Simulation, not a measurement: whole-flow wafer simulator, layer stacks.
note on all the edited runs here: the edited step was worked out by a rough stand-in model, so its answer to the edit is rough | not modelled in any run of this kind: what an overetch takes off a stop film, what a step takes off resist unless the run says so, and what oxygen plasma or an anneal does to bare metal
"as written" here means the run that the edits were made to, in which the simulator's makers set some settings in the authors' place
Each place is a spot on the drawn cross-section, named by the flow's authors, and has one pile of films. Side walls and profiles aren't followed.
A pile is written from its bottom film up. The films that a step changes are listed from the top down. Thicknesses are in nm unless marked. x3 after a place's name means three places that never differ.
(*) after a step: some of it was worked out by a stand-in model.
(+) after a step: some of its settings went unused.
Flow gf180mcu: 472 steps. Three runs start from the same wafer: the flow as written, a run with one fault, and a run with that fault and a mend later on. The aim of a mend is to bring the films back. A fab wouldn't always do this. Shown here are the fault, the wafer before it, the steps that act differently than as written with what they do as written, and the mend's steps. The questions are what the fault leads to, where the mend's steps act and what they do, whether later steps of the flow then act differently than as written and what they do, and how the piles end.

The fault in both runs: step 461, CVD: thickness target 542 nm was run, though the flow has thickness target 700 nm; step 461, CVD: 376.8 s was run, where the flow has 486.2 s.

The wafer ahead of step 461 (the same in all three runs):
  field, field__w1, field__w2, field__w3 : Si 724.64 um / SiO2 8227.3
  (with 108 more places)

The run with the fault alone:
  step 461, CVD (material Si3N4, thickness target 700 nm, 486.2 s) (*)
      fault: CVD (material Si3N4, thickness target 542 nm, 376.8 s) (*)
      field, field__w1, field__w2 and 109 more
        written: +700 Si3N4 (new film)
        fault: +542.5 Si3N4 (new film)
  Later steps of the flow acting differently than as written (4 more steps, not shown, differ only slightly: by at most 2% or 0.5 nm, whichever is larger):
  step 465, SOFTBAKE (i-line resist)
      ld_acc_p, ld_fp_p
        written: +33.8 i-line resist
        fault: +33 i-line resist
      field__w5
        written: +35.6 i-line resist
        fault: +34.8 i-line resist
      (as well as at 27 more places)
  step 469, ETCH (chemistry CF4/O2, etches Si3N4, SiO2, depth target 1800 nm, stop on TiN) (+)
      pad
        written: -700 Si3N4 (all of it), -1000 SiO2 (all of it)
        fault: -542.5 Si3N4 (all of it), -1000 SiO2 (all of it)
  At field, field__w1, field__w2 and 108 more, the piles at the end differ from the flow's by more than 2% or 0.5 nm, whichever is larger.
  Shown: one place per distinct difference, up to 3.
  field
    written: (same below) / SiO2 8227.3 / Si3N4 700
    fault: (same below) / SiO2 8227.3 / Si3N4 542.5
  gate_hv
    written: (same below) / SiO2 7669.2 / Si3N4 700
    fault: (same below) / SiO2 7669.2 / Si3N4 542.5
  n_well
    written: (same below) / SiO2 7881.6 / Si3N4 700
    fault: (same below) / SiO2 7881.6 / Si3N4 542.5

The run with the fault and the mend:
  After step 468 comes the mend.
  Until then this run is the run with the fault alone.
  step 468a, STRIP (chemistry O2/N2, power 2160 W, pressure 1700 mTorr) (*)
      iso_ptap_pw, iso_ntap_nw, iso_nw_fld and 33 more
        -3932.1 i-line resist (all of it)
      p_well, sti, spacer, sd_n, mim_1p0, dice_street
        -3938.2 i-line resist (all of it)
      field__w2, field__w3, field__w6
        -3985.6 i-line resist (all of it)
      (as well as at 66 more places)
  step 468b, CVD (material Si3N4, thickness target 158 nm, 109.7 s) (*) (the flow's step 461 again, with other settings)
      field, field__w1, field__w2 and 109 more
        +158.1 Si3N4
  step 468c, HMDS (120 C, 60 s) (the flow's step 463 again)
      alters no film at any place that is followed
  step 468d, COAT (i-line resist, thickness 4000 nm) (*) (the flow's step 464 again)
      iso_ptap_pw, iso_ntap_nw, iso_nw_fld and 33 more
        +4000 i-line resist (new film)
      field__w9, field__w13, sd_p_hv, gate_p_hv, nplus_u, npoly_u
        +4017 i-line resist (new film)
      p_well, sti, spacer, sd_n, mim_1p0, dice_street
        +4006.3 i-line resist (new film)
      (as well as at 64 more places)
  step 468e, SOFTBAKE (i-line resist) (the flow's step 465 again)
      ld_acc_p, ld_fp_p, ld_drift_p
        +33.8 i-line resist
      field__w2, field_sub__w4
        +33.4 i-line resist
      field__w11, field__w13
        +37.6 i-line resist
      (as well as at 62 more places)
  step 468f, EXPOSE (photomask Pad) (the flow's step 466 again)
      alters no film at any place that is followed
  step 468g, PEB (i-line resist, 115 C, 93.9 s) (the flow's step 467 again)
      iso_ptap_pw, iso_ntap_nw, iso_nw_fld and 33 more
        -67.9 i-line resist
      field, field__w2, field__w3 and 25 more
        -68.8 i-line resist
      field_sub, field_sub__w1, field_sub__w2 and 23 more
        -68.7 i-line resist
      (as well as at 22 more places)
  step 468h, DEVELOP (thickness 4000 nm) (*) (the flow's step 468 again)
      field__w5, field__w7, field__w13 and 13 more
        -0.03 i-line resist
      pad
        -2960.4 i-line resist (all of it)
  Later steps of the flow that are run all act as written at every place that is followed, up to a difference of at most 2% or 0.5 nm, whichever is larger.
  At the end the piles are close to the flow's at the places that both follow, differing by at most 2% or 0.5 nm, whichever is larger.
